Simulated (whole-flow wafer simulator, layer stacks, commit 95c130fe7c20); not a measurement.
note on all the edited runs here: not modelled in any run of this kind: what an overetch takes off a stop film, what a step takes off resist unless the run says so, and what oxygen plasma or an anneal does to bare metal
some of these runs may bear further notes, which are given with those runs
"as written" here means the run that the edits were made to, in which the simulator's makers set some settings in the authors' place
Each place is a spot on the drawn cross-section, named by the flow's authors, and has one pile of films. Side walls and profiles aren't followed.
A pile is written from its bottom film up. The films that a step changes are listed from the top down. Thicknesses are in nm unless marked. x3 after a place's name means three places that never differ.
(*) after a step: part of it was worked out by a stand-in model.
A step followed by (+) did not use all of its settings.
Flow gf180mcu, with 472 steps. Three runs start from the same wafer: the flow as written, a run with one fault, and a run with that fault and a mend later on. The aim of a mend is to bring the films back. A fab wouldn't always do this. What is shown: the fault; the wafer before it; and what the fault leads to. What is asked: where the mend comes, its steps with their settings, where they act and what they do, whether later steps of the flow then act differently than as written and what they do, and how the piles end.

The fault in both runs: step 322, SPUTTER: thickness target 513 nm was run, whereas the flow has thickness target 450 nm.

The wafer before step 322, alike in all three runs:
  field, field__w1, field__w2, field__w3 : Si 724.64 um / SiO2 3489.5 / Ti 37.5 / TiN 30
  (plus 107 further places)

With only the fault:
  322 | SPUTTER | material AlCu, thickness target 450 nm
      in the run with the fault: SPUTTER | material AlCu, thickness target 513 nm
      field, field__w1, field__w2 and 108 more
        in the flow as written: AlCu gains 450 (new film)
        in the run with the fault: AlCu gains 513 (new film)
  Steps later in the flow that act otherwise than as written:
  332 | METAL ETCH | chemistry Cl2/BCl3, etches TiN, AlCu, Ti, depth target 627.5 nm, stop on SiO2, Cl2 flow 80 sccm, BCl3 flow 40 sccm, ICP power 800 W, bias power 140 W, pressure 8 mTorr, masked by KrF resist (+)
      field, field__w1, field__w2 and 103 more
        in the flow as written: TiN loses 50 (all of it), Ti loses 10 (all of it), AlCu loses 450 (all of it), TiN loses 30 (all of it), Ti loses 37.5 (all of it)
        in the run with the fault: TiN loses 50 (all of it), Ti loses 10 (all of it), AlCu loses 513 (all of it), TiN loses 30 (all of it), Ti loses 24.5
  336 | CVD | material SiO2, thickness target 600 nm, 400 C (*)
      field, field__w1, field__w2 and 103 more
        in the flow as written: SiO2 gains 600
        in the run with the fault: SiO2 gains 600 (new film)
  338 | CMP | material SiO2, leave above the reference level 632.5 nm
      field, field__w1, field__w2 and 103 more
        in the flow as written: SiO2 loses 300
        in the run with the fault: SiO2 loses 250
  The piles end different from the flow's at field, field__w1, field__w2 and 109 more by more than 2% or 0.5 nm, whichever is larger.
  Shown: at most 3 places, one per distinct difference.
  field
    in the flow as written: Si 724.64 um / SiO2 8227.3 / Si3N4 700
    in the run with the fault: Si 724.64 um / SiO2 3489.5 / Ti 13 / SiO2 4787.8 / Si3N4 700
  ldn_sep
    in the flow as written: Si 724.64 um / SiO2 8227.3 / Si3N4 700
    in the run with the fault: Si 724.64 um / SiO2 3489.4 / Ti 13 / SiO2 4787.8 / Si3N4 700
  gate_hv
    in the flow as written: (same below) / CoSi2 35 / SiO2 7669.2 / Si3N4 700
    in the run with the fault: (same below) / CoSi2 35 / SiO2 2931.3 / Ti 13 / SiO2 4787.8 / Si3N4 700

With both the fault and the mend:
  The mend follows step 322.
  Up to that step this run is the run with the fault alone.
  322a | METAL ETCH | chemistry Cl2/BCl3, etches TiN, AlCu, Ti, depth target 63 nm, Cl2 flow 80 sccm, BCl3 flow 40 sccm, ICP power 800 W, bias power 140 W, pressure 8 mTorr (the flow's step 260, run once more with other settings)
      field, field__w1, field__w2 and 108 more
        AlCu loses 63
  Later steps of the flow that are run all act as written at every place that is followed.
  At every place that both follow, the piles at the end match the flow's.
